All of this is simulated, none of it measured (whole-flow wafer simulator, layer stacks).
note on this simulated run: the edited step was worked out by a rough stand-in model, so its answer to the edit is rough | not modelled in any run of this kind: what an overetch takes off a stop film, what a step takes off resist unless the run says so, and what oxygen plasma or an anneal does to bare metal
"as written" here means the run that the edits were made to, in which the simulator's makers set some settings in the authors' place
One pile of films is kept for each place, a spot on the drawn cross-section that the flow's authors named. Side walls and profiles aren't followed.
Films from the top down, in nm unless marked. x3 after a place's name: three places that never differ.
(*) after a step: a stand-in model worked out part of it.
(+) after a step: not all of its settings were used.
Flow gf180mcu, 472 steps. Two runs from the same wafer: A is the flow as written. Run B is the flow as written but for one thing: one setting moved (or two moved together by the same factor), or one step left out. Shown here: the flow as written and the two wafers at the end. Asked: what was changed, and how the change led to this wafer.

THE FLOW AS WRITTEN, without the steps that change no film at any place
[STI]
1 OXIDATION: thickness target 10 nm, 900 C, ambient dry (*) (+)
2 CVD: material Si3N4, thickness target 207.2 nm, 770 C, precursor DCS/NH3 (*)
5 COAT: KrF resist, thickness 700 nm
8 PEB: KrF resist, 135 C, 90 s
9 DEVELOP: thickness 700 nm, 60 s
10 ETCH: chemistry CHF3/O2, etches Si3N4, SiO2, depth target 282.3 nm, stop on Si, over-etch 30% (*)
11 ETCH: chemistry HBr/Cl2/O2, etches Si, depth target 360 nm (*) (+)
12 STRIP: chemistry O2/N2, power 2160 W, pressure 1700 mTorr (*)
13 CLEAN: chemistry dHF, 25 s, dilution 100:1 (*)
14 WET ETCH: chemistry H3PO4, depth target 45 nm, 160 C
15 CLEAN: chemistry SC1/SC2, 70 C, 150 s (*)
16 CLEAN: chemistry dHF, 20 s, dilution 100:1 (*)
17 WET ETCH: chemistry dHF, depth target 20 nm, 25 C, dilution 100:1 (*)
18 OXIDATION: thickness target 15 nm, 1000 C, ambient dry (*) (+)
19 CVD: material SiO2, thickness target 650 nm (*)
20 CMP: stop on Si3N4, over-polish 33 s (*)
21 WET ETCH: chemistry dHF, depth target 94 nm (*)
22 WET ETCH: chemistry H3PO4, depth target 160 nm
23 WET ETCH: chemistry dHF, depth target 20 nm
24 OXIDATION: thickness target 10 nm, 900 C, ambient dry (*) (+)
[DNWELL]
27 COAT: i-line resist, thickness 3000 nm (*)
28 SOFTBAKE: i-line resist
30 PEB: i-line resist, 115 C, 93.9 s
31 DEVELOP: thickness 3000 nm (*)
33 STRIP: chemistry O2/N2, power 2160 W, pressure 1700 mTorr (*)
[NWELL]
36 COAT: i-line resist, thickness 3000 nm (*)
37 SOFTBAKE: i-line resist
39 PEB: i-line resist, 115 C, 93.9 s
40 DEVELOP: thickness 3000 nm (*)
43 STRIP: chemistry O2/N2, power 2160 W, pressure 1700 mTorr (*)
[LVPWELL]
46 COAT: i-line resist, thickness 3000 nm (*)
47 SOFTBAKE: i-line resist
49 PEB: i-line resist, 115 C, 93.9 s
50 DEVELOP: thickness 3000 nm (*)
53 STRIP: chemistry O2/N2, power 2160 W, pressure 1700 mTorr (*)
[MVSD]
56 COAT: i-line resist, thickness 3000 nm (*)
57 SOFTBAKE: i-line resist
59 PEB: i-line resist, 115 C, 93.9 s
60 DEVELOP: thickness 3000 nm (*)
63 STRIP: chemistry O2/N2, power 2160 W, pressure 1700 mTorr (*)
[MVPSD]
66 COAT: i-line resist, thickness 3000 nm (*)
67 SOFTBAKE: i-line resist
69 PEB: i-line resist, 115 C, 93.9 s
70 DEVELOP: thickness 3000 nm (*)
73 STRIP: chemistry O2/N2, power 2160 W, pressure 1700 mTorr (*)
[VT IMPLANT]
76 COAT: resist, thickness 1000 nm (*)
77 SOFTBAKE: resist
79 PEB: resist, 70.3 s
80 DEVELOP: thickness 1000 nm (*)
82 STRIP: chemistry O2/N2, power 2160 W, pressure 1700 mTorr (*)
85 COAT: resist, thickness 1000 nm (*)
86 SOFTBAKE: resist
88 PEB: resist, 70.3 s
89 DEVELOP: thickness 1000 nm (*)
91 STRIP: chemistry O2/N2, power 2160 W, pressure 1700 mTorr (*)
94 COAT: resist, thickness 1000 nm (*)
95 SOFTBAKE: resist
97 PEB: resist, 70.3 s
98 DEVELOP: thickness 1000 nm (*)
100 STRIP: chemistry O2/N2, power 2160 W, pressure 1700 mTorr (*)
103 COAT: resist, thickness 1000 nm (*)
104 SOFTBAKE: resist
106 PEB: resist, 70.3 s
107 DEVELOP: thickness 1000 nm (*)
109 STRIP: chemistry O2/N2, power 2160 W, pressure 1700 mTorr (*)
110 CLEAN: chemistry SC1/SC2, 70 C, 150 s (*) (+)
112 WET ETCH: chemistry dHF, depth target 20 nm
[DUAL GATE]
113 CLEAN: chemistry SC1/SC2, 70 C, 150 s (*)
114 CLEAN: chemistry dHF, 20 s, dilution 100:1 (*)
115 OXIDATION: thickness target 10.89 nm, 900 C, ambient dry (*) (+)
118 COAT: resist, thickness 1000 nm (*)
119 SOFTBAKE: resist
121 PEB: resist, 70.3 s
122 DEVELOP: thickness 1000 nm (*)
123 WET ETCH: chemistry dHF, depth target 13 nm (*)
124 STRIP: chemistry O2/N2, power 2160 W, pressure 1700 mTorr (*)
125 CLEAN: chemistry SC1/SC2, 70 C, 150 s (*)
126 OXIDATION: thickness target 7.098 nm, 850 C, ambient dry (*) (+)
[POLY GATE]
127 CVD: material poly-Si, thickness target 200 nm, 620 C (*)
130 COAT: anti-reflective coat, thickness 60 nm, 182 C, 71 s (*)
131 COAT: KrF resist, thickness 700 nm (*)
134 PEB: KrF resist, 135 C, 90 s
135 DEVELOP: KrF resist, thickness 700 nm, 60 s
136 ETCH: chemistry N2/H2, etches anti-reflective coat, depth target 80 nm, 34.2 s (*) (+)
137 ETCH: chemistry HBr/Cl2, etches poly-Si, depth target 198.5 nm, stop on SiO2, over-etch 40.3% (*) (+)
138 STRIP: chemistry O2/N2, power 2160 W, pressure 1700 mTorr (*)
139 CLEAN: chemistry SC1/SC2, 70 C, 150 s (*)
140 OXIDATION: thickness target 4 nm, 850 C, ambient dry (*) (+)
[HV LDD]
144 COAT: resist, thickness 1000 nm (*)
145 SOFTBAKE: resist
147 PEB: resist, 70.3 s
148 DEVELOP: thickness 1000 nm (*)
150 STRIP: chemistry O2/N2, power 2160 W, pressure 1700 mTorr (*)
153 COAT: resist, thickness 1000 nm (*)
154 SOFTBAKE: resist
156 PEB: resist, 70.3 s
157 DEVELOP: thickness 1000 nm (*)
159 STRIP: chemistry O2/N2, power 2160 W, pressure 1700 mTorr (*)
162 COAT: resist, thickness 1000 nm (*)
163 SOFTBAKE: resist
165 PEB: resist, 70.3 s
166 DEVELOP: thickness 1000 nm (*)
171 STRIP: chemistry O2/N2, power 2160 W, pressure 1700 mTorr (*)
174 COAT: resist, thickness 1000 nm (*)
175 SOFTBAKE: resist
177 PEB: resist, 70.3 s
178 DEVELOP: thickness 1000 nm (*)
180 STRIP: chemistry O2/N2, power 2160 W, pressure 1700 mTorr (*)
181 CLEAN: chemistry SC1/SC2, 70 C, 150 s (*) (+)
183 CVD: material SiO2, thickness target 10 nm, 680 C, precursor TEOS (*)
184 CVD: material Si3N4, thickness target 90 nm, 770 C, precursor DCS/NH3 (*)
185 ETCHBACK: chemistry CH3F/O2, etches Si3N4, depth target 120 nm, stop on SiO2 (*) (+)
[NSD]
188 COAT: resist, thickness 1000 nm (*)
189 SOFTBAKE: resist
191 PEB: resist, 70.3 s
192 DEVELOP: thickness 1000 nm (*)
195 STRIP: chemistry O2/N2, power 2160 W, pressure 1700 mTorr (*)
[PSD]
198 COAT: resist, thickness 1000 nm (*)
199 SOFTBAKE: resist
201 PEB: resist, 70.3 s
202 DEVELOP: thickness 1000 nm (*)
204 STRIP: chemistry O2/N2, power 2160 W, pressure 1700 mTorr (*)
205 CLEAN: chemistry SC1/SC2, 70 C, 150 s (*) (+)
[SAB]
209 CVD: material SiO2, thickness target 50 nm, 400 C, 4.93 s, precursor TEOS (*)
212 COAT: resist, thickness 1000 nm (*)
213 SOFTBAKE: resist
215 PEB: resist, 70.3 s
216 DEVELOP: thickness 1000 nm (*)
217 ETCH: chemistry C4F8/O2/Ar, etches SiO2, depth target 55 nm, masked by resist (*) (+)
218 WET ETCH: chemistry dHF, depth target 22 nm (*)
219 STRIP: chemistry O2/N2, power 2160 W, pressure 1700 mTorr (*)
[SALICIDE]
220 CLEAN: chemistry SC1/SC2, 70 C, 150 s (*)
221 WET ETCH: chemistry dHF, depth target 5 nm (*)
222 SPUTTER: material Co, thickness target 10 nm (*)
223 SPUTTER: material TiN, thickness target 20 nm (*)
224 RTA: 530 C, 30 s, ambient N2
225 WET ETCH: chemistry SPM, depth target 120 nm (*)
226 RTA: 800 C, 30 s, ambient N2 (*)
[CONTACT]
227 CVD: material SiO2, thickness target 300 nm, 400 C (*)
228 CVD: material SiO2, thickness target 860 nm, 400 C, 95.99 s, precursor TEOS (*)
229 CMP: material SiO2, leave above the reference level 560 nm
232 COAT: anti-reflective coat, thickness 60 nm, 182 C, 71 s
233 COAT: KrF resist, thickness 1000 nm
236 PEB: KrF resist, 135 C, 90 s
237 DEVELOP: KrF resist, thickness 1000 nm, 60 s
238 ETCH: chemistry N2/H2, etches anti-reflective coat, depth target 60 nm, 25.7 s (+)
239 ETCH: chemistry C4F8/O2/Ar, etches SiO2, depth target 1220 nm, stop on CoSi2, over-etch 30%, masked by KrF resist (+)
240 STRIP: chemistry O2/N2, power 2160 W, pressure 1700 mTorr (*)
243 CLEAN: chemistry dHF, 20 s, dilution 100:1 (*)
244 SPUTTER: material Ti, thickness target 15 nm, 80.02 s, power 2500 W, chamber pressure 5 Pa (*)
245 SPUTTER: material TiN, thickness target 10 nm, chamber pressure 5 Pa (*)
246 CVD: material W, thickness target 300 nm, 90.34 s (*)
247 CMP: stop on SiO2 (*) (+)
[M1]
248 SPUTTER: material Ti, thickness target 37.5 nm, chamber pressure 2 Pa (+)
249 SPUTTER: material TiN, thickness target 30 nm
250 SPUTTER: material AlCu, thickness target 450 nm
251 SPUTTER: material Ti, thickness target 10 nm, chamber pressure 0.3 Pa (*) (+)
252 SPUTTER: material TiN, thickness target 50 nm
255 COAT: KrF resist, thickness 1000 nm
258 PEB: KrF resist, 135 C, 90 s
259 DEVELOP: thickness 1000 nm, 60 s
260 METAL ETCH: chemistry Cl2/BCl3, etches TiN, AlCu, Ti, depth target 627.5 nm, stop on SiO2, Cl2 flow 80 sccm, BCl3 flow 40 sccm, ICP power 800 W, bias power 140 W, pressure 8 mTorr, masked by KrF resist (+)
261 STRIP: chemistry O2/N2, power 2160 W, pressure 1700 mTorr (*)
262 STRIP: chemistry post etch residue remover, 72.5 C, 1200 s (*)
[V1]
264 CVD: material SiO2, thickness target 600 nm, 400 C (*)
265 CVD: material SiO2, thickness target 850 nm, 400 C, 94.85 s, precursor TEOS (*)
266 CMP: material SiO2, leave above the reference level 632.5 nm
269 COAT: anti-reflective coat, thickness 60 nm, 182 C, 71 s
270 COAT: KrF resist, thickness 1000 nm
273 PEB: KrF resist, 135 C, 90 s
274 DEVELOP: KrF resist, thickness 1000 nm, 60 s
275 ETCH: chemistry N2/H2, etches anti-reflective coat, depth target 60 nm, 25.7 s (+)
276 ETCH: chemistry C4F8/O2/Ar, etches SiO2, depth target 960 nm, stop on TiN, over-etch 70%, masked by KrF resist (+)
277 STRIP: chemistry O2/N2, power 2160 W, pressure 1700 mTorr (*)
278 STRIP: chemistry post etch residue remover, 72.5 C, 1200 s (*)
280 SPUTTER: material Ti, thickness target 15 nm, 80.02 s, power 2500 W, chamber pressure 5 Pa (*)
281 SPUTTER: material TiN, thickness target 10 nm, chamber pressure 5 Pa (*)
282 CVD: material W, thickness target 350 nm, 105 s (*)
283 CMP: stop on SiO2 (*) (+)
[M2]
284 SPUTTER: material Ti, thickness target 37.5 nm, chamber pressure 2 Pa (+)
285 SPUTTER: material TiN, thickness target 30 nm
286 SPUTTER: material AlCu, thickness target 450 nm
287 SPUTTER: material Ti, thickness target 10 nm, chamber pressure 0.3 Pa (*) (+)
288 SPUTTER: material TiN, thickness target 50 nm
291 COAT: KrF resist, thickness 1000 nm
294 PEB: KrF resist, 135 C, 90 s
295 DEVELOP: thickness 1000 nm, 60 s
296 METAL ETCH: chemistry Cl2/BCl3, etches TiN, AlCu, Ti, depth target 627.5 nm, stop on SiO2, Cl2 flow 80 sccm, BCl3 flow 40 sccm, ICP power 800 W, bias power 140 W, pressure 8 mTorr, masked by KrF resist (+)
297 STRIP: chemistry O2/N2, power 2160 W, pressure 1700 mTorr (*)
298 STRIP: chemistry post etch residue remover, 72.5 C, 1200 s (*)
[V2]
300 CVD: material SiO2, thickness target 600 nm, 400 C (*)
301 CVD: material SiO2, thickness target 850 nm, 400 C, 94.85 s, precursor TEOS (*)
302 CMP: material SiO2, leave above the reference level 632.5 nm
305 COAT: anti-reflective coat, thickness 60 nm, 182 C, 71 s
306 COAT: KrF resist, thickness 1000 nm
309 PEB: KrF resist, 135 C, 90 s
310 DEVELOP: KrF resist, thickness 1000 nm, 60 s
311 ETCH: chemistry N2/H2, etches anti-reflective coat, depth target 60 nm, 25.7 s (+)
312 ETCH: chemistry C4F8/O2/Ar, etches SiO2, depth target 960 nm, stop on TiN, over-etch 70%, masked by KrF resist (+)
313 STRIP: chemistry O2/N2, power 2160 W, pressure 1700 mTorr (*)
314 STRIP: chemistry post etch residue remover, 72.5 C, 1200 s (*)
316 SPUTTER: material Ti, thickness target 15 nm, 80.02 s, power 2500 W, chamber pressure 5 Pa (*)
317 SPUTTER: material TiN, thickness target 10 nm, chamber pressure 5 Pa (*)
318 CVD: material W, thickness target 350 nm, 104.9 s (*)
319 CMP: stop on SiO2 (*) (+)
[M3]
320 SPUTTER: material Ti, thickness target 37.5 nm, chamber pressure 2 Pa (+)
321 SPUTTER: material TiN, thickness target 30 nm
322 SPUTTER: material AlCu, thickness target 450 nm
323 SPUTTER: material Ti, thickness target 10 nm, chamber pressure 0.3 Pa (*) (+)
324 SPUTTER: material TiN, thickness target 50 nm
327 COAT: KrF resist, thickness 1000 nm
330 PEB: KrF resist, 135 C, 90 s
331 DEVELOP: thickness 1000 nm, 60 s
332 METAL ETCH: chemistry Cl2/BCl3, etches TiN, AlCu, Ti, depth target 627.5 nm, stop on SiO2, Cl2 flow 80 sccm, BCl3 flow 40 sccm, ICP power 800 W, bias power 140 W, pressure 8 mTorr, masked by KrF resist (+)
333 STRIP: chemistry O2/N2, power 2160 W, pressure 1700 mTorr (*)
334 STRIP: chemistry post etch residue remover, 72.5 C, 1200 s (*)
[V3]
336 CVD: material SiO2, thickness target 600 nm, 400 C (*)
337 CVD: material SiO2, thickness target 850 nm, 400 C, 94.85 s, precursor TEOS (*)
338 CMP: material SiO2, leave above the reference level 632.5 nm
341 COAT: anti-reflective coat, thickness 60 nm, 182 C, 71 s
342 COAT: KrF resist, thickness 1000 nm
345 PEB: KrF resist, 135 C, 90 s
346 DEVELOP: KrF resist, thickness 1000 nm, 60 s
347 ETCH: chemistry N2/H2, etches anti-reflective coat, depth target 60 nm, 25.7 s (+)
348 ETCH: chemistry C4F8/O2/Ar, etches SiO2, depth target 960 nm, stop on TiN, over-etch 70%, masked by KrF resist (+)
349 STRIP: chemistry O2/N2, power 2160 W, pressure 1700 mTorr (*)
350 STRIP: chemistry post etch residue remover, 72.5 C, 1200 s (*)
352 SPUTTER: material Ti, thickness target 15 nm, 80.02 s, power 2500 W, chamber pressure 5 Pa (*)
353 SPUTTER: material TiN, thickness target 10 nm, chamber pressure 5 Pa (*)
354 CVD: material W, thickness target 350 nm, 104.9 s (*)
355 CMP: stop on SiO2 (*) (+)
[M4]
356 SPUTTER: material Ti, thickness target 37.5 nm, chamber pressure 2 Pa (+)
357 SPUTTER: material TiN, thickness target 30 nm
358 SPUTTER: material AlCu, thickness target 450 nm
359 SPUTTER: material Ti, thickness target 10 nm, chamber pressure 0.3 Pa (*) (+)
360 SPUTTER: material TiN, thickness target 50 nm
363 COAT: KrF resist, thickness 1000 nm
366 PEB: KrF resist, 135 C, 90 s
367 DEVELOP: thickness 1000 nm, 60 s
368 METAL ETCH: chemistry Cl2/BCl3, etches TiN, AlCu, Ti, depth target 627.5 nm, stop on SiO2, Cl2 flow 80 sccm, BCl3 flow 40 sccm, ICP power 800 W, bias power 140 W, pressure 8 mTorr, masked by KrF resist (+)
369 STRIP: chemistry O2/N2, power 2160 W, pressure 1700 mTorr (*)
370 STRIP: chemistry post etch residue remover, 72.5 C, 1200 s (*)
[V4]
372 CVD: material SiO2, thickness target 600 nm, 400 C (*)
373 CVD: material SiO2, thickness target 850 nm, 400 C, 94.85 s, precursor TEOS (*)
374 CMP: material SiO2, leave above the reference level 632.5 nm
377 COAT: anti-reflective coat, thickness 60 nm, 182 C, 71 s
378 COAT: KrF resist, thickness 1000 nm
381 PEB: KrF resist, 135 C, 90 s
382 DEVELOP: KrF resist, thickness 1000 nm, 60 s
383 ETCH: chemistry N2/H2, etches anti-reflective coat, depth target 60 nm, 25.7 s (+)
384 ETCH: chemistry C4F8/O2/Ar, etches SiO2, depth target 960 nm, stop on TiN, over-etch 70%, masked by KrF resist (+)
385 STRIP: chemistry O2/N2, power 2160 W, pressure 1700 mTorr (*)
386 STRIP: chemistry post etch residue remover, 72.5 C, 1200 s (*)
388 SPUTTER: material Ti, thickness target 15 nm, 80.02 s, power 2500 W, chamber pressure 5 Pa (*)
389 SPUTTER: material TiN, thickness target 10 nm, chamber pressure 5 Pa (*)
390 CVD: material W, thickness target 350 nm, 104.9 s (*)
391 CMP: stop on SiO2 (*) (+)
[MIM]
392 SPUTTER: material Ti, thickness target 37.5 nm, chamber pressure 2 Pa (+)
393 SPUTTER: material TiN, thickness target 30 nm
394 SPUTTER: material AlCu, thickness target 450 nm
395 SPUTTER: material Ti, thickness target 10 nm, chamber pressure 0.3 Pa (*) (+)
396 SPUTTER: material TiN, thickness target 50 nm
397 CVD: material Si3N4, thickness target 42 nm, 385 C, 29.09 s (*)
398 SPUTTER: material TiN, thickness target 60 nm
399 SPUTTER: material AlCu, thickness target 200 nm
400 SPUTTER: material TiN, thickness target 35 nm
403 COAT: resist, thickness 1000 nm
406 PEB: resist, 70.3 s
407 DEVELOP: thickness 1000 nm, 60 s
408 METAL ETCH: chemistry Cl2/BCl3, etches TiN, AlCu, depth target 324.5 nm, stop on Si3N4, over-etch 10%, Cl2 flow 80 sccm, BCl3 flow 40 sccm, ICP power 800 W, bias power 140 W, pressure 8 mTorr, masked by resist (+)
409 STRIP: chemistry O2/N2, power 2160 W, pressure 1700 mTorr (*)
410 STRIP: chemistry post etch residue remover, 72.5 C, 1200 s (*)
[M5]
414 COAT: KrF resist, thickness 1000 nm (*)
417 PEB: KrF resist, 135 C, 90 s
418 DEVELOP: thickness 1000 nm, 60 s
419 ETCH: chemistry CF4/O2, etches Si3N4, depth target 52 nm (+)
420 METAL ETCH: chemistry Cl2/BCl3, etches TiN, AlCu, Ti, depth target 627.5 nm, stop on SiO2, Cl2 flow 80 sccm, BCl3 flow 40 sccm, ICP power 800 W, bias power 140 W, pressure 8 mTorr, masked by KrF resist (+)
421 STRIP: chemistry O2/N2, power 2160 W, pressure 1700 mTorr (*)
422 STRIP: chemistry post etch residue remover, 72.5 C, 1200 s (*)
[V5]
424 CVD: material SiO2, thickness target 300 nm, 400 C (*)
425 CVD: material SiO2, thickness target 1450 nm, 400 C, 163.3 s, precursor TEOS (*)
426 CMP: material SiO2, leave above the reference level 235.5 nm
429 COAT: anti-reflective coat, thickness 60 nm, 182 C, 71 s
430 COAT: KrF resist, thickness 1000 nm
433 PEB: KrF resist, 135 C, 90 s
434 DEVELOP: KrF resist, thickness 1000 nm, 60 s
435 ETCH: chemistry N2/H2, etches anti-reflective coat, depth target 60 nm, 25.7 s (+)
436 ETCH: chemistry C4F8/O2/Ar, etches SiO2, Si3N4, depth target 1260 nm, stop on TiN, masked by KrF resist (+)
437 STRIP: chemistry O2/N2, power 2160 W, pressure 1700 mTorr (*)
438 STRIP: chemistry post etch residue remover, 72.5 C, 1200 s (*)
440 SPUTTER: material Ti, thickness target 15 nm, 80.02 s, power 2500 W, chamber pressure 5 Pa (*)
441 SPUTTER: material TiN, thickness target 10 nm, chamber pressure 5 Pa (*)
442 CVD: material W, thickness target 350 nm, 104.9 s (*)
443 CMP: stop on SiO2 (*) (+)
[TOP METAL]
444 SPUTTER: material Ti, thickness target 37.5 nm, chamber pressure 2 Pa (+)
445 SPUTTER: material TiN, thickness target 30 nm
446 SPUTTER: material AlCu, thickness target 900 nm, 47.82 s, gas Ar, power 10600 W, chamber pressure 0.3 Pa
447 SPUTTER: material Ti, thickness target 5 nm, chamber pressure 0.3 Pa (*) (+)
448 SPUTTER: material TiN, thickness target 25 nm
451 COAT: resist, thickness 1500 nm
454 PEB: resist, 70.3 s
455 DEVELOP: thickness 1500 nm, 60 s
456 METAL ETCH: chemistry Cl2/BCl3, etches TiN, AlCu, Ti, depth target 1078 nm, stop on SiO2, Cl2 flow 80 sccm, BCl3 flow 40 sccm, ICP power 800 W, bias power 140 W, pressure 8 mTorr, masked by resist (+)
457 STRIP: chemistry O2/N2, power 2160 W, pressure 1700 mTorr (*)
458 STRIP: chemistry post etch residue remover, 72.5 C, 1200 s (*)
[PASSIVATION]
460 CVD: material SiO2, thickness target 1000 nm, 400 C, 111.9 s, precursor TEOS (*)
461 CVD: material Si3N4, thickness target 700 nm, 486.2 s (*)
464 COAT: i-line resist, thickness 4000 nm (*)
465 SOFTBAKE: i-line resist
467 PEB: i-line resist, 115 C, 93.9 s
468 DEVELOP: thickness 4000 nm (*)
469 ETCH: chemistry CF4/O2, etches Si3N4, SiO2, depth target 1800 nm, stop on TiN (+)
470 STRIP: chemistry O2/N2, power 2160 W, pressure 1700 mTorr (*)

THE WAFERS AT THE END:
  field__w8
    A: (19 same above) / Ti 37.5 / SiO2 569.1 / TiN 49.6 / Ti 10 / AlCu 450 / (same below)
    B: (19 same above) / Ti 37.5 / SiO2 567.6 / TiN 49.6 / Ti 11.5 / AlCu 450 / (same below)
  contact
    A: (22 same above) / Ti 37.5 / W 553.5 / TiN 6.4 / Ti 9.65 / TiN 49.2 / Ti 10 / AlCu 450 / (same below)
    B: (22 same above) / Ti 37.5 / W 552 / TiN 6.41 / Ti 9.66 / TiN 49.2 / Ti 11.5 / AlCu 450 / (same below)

The cause: step 323, SPUTTER: thickness target 11.5 nm was run, where the flow has thickness target 10 nm.
It can be read off the wafer: field__w8 has Ti 11.5, and step 323 as written asks for 10 nm.

How the change led to this, step by step:
  323 SPUTTER: material Ti, thickness target 10 nm, chamber pressure 0.3 Pa (*) (+)
      field, field__w1, field__w2 and 108 more: A Ti +10 (new film) | B Ti +11.5 (new film)
  332 METAL ETCH: chemistry Cl2/BCl3, etches TiN, AlCu, Ti, depth target 627.5 nm, stop on SiO2, Cl2 flow 80 sccm, BCl3 flow 40 sccm, ICP power 800 W, bias power 140 W, pressure 8 mTorr, masked by KrF resist (+)
      field, field__w1, field__w2 and 103 more: A TiN -50 (all of it), Ti -10 (all of it), AlCu -450 (all of it), TiN -30 (all of it), Ti -37.5 (all of it) | B TiN -50 (all of it), Ti -11.5 (all of it), AlCu -450 (all of it), TiN -30 (all of it), Ti -37.5 (all of it)
